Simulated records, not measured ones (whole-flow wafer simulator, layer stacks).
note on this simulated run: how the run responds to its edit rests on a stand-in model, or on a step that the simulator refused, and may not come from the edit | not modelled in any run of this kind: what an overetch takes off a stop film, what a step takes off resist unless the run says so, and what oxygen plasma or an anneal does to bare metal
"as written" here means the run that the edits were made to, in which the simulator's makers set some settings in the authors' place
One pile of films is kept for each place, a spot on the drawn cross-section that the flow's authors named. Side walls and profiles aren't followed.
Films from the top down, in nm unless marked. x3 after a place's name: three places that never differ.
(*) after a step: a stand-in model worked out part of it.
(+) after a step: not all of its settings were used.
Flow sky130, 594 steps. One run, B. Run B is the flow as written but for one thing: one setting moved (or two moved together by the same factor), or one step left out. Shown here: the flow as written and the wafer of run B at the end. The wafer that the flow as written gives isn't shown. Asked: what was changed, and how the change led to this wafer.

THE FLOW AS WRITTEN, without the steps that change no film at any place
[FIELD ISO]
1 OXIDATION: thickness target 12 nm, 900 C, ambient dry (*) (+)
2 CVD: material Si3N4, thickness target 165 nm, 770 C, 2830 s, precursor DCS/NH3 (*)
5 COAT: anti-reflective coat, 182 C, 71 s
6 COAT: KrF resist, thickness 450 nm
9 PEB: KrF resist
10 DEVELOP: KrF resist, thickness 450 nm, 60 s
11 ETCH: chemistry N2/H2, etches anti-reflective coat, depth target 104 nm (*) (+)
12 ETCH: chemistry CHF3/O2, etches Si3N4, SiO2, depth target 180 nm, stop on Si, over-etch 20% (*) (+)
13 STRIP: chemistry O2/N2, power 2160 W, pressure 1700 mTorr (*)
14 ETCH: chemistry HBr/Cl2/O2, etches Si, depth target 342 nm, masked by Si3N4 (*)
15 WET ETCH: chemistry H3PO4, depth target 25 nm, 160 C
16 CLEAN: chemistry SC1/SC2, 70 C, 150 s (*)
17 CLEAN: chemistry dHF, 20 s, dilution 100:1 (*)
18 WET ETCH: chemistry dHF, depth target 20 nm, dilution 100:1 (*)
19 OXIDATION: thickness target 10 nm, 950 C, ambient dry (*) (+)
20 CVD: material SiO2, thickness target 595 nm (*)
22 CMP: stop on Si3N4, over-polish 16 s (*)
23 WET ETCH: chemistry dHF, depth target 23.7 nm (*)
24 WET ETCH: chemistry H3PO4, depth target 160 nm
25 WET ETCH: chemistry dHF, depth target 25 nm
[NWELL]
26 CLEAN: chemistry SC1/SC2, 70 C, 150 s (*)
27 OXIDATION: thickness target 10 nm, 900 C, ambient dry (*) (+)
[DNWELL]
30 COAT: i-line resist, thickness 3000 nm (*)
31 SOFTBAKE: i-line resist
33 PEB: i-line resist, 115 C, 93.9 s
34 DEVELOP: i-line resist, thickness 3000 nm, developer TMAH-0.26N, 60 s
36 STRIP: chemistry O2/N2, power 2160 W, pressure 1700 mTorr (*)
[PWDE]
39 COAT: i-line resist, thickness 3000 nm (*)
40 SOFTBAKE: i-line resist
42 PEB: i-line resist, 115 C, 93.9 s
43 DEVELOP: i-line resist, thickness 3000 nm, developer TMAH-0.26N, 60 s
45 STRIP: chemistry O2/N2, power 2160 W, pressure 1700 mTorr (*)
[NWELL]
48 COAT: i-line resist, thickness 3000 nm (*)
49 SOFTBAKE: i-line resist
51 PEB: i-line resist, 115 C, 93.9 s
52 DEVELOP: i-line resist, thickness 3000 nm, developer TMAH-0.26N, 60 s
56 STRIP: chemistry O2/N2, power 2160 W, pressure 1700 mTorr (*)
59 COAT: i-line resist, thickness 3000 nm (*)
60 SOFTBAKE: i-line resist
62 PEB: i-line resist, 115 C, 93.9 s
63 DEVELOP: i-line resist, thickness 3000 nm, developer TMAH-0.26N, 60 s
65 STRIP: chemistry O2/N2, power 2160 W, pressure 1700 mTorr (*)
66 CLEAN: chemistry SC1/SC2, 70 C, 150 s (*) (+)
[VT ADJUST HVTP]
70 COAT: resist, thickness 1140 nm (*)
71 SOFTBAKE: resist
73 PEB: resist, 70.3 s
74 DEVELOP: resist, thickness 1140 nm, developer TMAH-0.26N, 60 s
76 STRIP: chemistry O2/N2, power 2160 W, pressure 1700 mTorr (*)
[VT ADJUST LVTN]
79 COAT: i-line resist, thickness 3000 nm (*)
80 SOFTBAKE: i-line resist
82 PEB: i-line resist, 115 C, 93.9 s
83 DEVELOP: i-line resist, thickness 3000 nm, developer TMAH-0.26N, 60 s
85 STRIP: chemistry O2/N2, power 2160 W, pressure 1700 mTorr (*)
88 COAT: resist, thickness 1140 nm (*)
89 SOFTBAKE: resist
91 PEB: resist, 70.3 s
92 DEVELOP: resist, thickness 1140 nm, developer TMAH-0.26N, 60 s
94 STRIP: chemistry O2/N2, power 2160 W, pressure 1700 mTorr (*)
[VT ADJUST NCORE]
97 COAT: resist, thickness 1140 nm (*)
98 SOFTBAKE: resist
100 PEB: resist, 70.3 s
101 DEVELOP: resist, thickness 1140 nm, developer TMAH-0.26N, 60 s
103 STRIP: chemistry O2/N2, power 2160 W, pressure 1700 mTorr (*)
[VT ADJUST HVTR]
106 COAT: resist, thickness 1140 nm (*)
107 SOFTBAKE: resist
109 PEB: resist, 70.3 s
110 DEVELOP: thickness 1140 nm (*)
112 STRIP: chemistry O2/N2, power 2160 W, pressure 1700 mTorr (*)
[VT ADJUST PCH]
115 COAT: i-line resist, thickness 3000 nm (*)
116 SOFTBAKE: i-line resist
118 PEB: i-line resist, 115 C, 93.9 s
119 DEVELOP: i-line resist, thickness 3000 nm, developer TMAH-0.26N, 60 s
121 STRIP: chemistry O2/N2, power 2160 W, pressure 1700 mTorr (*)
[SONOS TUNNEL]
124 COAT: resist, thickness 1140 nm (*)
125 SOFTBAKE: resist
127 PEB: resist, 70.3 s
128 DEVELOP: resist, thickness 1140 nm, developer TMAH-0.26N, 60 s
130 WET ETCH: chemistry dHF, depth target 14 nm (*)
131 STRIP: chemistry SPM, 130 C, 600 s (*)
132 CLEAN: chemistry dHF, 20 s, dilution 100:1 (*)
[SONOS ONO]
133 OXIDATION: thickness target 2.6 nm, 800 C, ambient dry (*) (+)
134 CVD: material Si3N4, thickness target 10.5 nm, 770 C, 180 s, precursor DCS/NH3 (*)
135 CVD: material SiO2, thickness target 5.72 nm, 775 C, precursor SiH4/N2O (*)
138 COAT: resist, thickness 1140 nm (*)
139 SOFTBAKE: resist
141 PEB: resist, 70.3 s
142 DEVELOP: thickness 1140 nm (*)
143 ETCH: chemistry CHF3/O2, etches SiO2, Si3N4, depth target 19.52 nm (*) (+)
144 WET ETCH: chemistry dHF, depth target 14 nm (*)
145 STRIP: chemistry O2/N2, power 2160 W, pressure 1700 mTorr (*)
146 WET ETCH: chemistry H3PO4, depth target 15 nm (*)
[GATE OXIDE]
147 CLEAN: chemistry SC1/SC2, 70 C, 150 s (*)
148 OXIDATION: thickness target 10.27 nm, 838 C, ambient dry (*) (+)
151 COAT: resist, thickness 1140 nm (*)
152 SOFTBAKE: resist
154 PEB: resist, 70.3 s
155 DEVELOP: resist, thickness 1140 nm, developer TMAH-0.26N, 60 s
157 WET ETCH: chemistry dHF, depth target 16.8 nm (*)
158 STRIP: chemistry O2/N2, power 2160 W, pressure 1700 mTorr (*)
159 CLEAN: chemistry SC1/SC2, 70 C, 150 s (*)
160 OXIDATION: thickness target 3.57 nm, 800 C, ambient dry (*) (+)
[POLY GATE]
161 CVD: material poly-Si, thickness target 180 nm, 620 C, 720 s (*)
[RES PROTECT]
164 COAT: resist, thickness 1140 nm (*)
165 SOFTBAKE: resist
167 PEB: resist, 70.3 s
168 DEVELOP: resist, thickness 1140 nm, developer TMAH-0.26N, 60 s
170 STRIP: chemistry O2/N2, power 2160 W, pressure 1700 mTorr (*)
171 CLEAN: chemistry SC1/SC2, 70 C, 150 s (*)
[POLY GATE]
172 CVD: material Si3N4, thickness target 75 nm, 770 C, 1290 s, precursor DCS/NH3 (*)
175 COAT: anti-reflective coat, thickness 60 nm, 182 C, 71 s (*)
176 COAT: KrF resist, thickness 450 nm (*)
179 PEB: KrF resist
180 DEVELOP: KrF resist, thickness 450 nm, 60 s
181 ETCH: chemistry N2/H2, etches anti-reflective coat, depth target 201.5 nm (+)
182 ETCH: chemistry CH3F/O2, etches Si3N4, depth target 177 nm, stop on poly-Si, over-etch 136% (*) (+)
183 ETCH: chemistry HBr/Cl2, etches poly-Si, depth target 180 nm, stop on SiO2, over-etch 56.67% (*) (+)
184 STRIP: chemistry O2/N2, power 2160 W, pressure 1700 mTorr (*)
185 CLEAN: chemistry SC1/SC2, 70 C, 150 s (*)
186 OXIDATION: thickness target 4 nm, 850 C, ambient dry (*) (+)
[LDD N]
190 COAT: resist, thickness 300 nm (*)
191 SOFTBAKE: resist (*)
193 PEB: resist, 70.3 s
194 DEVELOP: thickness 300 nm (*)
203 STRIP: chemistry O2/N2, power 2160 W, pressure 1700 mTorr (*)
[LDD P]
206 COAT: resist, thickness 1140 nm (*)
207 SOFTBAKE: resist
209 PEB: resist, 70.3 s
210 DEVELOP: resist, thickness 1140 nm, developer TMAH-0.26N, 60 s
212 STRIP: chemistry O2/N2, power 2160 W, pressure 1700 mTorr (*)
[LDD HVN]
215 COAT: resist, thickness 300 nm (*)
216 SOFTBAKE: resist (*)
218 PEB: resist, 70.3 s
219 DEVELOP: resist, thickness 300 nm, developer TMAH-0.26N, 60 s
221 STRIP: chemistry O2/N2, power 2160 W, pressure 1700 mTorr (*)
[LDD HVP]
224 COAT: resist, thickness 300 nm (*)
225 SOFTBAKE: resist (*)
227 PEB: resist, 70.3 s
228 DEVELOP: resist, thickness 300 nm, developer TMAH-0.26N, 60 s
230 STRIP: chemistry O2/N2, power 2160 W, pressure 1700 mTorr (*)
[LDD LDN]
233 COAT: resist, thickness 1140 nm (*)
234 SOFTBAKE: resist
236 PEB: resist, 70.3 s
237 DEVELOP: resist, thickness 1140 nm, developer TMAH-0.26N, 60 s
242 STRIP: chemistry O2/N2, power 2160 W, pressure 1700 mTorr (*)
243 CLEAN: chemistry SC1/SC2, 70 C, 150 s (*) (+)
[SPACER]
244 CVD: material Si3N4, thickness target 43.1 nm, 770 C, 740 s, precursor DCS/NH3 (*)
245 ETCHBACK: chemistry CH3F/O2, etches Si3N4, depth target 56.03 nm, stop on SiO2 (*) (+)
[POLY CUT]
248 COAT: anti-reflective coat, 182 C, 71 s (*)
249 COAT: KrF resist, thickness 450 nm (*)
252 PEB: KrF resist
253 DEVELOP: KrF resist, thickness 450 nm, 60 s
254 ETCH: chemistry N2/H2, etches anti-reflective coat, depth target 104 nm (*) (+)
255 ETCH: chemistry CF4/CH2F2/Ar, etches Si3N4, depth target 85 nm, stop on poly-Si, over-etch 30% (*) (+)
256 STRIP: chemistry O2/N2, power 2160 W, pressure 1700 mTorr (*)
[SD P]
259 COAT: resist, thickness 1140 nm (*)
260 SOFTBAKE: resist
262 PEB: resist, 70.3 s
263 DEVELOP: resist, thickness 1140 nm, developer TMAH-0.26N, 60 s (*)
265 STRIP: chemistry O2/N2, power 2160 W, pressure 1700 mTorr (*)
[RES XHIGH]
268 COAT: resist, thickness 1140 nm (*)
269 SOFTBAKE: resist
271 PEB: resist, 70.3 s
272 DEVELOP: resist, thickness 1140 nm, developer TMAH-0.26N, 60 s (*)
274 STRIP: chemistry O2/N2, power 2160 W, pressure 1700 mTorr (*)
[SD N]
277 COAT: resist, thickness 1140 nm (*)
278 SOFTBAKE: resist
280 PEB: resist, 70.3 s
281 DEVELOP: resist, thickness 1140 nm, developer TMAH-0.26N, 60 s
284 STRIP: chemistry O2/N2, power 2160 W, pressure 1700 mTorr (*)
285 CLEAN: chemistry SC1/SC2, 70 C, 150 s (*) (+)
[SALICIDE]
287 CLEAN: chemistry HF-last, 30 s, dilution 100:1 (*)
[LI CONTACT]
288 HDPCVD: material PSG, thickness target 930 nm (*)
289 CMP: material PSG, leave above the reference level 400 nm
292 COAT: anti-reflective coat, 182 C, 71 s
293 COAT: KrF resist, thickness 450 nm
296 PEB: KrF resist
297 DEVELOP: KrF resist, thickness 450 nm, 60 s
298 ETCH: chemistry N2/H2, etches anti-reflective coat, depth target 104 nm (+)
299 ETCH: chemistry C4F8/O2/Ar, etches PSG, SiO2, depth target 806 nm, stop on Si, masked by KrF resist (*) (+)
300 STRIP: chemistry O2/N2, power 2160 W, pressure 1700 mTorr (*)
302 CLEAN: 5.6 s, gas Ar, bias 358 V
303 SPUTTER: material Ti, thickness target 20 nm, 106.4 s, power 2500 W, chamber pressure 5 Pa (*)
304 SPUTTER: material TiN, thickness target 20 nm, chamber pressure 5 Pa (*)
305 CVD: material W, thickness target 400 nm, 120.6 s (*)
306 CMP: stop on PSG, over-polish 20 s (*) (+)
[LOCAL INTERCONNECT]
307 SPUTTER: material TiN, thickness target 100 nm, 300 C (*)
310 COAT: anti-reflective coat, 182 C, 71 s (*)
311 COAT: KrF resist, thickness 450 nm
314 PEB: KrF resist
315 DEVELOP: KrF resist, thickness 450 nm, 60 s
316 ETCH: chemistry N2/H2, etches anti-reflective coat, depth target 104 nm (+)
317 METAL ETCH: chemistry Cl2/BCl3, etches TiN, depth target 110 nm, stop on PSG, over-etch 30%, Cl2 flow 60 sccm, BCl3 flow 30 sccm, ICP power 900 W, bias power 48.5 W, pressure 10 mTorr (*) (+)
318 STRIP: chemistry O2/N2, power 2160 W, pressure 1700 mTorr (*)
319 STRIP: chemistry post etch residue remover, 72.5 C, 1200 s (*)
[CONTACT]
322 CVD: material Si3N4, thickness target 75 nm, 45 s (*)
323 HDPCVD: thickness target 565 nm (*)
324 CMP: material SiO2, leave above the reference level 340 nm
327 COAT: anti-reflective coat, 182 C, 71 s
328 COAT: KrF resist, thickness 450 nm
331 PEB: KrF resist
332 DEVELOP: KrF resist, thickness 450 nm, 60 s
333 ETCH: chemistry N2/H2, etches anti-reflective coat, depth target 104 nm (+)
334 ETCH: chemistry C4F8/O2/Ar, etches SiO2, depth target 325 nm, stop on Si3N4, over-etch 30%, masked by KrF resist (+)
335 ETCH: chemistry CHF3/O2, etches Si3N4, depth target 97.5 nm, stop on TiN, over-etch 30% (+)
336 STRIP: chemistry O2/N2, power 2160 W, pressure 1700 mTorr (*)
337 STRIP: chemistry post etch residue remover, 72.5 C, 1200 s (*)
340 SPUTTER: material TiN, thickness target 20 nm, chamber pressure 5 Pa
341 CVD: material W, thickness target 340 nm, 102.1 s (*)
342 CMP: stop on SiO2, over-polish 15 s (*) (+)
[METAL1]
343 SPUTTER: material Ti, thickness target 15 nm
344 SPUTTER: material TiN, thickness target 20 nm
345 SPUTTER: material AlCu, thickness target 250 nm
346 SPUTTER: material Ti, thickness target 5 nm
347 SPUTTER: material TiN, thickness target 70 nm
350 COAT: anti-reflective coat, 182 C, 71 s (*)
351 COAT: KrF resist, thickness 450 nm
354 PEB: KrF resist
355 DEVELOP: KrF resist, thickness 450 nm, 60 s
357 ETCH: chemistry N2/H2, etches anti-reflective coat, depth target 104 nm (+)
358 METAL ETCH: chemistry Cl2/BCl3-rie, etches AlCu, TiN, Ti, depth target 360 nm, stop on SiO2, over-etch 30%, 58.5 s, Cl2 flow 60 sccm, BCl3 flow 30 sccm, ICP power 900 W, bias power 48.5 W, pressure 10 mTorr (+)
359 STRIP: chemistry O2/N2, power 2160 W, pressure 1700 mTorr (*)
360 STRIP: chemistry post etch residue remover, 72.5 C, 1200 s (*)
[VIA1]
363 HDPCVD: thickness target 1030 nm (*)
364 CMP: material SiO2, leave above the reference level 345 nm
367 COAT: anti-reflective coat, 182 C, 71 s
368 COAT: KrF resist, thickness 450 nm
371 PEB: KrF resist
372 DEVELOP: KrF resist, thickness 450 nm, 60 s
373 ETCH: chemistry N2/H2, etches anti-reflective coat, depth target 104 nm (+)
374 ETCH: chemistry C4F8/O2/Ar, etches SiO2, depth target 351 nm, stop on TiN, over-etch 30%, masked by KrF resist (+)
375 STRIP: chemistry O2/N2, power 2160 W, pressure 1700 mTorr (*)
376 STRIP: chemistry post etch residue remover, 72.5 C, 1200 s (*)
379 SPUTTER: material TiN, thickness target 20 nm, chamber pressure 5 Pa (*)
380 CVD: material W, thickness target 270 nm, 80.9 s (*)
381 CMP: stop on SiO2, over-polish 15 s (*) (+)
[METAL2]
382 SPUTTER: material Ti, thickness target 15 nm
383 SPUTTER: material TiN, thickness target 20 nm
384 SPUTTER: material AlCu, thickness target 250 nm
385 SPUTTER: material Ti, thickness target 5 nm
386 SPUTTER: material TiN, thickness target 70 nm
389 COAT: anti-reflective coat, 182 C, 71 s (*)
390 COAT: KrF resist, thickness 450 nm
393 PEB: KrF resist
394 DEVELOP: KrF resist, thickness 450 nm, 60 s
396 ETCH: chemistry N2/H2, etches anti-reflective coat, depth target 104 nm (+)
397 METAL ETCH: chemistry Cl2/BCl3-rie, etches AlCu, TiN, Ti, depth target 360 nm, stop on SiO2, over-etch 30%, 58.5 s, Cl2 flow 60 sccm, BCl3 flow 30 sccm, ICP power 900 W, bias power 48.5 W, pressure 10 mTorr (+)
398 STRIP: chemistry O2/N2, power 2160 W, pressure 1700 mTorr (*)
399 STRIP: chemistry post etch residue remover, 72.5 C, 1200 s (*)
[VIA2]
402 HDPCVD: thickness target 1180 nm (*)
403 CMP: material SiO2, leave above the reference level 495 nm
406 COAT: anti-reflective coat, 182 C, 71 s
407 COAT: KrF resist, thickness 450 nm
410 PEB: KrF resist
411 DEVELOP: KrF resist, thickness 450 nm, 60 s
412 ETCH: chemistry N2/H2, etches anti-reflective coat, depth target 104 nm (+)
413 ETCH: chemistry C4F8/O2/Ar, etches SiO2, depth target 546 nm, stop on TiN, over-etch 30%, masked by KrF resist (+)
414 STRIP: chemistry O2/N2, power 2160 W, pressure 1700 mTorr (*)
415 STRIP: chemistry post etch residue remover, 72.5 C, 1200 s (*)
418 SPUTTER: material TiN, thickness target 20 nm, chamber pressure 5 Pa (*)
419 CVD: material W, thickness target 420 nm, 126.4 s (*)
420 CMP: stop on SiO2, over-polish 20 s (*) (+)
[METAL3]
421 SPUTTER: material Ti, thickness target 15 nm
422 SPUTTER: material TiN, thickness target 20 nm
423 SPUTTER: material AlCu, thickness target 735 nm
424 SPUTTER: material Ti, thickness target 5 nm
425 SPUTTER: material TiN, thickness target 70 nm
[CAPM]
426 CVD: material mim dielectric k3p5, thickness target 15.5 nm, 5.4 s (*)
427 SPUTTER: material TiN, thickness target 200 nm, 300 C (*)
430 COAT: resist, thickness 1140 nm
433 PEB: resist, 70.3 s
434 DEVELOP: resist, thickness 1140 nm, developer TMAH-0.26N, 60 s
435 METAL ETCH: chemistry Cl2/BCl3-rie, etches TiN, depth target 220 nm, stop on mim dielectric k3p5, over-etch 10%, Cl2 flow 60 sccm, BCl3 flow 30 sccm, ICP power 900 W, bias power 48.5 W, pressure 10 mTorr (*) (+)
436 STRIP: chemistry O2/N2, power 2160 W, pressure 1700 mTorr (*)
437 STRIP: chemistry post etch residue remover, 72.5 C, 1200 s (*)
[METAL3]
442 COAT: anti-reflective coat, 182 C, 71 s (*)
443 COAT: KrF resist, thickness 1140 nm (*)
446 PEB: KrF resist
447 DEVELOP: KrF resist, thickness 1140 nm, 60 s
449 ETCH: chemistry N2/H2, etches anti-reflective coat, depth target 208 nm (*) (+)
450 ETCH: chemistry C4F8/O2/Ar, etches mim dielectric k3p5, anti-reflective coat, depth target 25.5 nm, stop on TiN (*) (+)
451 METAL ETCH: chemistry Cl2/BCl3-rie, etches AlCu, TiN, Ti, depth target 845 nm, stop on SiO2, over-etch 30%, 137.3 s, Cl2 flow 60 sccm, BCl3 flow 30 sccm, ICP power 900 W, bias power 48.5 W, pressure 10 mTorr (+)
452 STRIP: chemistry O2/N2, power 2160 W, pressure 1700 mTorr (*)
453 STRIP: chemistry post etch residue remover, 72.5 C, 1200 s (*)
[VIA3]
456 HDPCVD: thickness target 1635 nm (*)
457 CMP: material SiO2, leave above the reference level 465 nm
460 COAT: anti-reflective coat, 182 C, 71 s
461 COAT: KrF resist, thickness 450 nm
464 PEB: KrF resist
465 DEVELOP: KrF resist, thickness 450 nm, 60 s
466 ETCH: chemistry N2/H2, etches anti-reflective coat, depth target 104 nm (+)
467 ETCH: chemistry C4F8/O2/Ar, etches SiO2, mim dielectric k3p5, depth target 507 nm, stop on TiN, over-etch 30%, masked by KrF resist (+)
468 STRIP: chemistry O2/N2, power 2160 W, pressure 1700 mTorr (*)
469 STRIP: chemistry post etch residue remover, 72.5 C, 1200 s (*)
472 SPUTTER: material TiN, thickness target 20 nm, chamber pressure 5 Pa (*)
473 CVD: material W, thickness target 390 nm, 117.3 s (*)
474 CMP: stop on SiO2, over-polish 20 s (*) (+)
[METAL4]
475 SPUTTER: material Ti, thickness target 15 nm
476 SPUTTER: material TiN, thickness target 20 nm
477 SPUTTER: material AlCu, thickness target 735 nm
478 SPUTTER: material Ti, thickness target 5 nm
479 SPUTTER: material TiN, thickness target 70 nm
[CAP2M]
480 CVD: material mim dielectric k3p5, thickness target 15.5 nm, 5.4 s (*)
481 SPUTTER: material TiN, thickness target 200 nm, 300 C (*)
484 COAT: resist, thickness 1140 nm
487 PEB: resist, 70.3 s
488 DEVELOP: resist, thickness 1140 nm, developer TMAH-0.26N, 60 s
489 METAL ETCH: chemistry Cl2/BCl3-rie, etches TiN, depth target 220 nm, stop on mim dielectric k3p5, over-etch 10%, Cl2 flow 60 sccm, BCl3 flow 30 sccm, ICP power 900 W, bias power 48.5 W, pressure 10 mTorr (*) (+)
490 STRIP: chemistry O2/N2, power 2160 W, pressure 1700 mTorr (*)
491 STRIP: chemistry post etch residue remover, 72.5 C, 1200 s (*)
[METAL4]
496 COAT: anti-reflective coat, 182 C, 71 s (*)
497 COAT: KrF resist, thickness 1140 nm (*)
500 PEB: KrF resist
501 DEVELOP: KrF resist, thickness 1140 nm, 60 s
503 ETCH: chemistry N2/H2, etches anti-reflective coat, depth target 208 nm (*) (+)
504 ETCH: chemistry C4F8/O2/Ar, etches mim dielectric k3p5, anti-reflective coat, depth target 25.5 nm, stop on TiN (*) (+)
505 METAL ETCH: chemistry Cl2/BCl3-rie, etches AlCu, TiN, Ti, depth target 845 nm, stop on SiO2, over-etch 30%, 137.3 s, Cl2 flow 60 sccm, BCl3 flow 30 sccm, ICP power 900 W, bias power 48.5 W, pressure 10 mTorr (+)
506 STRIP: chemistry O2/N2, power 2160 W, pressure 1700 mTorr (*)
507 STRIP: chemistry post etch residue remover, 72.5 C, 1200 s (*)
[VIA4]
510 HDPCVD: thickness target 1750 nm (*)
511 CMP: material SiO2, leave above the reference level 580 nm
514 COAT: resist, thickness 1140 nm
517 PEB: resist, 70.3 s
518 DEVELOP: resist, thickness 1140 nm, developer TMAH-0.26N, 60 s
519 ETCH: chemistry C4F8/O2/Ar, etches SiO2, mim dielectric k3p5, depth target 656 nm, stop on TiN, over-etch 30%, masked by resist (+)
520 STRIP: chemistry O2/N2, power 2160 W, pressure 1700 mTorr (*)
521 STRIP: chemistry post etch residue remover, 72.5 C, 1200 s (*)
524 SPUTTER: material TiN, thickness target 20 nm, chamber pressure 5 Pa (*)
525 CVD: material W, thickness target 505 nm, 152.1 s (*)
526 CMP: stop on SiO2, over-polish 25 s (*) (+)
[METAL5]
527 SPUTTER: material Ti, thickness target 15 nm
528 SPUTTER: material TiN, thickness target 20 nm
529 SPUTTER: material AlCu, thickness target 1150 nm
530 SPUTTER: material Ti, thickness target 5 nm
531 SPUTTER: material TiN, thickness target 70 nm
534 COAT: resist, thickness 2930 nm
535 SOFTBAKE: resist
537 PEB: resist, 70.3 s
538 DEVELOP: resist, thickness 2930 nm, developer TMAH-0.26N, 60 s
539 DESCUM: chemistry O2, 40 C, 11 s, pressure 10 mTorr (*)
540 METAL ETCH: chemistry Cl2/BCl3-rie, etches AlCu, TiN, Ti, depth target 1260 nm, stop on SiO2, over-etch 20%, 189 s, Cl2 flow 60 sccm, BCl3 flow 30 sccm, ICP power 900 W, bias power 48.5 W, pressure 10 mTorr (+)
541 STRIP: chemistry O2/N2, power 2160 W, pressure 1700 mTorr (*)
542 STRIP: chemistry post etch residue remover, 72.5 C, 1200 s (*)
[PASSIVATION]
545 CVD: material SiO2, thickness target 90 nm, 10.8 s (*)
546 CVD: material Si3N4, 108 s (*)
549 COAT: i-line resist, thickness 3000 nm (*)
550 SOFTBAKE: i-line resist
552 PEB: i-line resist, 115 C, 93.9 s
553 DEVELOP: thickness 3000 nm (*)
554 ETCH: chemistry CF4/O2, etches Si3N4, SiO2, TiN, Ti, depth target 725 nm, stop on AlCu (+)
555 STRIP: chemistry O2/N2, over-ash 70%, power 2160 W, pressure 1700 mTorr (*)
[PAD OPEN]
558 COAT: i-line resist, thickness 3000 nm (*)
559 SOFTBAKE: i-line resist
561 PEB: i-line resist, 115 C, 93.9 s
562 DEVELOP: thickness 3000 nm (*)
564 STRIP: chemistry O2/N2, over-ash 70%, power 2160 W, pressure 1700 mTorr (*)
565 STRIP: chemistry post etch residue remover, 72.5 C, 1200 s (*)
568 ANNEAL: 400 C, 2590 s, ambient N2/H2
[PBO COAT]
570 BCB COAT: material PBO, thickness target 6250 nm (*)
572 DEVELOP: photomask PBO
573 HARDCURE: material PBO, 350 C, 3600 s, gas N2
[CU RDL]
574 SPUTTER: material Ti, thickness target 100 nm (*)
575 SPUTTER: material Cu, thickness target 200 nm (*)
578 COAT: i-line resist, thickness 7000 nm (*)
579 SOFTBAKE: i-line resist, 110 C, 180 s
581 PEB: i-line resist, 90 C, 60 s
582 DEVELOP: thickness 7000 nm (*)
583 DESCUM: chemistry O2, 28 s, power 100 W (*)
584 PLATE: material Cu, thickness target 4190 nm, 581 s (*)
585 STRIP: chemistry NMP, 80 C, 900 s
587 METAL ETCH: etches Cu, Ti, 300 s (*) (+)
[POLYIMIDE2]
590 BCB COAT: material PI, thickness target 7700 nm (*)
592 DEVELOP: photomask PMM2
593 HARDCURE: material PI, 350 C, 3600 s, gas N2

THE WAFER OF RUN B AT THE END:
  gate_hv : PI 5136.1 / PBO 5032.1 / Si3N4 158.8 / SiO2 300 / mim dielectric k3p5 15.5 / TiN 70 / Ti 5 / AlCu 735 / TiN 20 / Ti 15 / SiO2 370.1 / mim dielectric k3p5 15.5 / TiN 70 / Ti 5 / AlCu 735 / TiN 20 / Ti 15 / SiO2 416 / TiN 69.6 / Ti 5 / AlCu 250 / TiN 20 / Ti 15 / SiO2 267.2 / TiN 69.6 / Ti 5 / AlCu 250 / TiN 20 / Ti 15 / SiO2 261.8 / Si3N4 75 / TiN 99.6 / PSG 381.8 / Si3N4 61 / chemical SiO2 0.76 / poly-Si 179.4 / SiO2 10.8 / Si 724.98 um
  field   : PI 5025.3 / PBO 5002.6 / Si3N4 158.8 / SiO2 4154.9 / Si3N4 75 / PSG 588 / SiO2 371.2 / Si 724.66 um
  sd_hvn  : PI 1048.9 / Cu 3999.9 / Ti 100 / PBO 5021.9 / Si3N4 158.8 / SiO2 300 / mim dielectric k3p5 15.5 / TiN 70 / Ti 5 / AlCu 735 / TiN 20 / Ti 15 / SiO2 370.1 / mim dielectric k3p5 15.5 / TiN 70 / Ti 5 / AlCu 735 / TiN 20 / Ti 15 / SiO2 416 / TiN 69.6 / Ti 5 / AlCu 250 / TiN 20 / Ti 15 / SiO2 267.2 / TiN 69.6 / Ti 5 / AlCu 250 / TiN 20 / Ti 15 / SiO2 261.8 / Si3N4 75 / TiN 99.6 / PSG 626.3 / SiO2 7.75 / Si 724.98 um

The cause: step 511, CMP: leave above the reference level 296 nm was run, where the flow has leave above the reference level 580 nm.

How the change led to this, step by step:
  511 CMP: material SiO2, leave above the reference level 580 nm
      n_well, p_well, gate_hv and 99 more: SiO2 -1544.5 (as written it would be: SiO2 -1260.5)
      field, active, gate and 77 more: SiO2 -658.7 (as written it would be: SiO2 -374.7)
      (and at 11 more places)
  519 ETCH: chemistry C4F8/O2/Ar, etches SiO2, mim dielectric k3p5, depth target 656 nm, stop on TiN, over-etch 30%, masked by resist (+)
      field, active, n_well and 188 more: resist -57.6 (as written it would be: resist -131.2)
      m1: SiO2 -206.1 (all of it), mim dielectric k3p5 -15.5 (all of it) (as written it would be: SiO2 -490.1 (all of it), mim dielectric k3p5 -15.5 (all of it))
      (and at 1 more place)
  520 STRIP: chemistry O2/N2, power 2160 W, pressure 1700 mTorr (*)
      field, active, n_well and 188 more: resist -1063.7 (all of it) (as written it would be: resist -990.1 (all of it))
  524 SPUTTER: material TiN, thickness target 20 nm, chamber pressure 5 Pa (*)
      m1, via4_hole: TiN +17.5 (as written it would be: TiN +15.3)
  525 CVD: material W, thickness target 505 nm, 152.1 s (*)
      m1: W +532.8 (new film) (as written it would be: W +1015.8 (new film))
      via4_hole: W +533.9 (new film) (as written it would be: W +1015.2 (new film))
  526 CMP: stop on SiO2, over-polish 25 s (*) (+)
      m1: W -335.9 (as written it would be: W -532.7)
      via4_hole: W -337.7 (as written it would be: W -532.7)
